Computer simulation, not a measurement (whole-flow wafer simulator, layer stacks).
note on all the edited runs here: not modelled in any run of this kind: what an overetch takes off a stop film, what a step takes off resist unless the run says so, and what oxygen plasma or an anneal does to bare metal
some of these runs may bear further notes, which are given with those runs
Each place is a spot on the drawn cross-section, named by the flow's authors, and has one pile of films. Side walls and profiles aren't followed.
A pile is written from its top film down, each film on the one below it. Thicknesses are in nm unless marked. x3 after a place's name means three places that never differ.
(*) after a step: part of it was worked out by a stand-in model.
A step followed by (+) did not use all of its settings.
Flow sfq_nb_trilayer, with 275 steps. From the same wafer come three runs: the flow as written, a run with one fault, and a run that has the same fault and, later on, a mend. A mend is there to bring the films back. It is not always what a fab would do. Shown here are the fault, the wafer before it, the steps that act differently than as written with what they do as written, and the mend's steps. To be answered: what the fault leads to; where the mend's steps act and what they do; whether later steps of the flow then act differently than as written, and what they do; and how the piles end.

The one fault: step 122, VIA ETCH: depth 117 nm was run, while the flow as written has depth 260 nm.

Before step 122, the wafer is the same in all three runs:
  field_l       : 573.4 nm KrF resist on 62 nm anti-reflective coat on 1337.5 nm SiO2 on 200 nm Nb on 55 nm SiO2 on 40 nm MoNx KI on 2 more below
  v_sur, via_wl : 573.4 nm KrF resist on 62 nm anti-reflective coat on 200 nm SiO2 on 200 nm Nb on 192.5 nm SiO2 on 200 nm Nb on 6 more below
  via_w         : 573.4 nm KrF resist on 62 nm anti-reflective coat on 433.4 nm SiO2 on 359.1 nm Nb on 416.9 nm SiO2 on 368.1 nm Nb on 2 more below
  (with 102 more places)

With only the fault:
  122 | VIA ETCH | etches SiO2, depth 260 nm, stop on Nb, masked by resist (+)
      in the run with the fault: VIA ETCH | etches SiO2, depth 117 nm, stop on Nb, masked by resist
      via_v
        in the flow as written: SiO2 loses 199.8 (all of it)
        in the run with the fault: SiO2 loses 117
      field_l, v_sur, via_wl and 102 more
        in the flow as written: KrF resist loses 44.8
        in the run with the fault: KrF resist loses 20.2
  Steps further on in the flow that do not act as written (3 other steps are not shown; they differ only slightly, by no more than 2% or 0.5 nm, whichever is larger):
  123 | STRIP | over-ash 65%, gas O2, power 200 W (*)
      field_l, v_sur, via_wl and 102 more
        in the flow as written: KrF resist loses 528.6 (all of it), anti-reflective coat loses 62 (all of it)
        in the run with the fault: KrF resist loses 553.3 (all of it), anti-reflective coat loses 62 (all of it)
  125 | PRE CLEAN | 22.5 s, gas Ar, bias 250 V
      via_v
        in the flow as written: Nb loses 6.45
        in the run with the fault: SiO2 loses 7.5
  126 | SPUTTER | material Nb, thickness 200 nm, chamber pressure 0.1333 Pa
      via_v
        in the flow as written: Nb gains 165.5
        in the run with the fault: Nb gains 183.7 (new film)
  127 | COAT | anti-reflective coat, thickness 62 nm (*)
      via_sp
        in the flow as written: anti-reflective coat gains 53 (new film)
        in the run with the fault: anti-reflective coat gains 54.8 (new film)
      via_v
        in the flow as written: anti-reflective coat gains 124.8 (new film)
        in the run with the fault: anti-reflective coat gains 105.9 (new film)
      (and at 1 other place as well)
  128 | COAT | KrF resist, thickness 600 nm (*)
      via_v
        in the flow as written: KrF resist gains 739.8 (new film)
        in the run with the fault: KrF resist gains 672.2 (new film)
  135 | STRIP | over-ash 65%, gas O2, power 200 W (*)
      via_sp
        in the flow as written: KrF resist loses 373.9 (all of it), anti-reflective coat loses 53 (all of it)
        in the run with the fault: KrF resist loses 379.3 (all of it), anti-reflective coat loses 54.8 (all of it)
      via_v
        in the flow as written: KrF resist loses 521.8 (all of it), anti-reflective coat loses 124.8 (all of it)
        in the run with the fault: KrF resist loses 454.4 (all of it), anti-reflective coat loses 105.9 (all of it)
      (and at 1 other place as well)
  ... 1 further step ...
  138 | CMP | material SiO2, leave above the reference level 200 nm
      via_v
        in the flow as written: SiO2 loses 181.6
        in the run with the fault: SiO2 loses 166.5
  By the end, the piles at via_v depart from the flow's by more than 2% or 0.5 nm, whichever is larger.
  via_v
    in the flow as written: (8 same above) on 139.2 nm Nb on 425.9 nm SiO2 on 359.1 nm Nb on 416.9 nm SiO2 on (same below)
    in the run with the fault: (8 same above) on 139.2 nm Nb on 326 nm SiO2 on 183.7 nm Nb on 75.3 nm SiO2 on 200 nm Nb on 416.9 nm SiO2 on (same below)

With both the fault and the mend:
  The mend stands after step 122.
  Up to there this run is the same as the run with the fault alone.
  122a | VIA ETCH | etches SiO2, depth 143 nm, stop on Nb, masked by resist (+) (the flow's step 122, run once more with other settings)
      field_l, v_sur, via_wl and 102 more
        KrF resist loses 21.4
      via_v
        SiO2 loses 82.8 (all of it)
  Later steps of the flow that are run all act as written at every place that is followed, up to a difference of at most 2% or 0.5 nm, whichever is larger.
  By the end, the piles equal the flow's at every place that both follow.
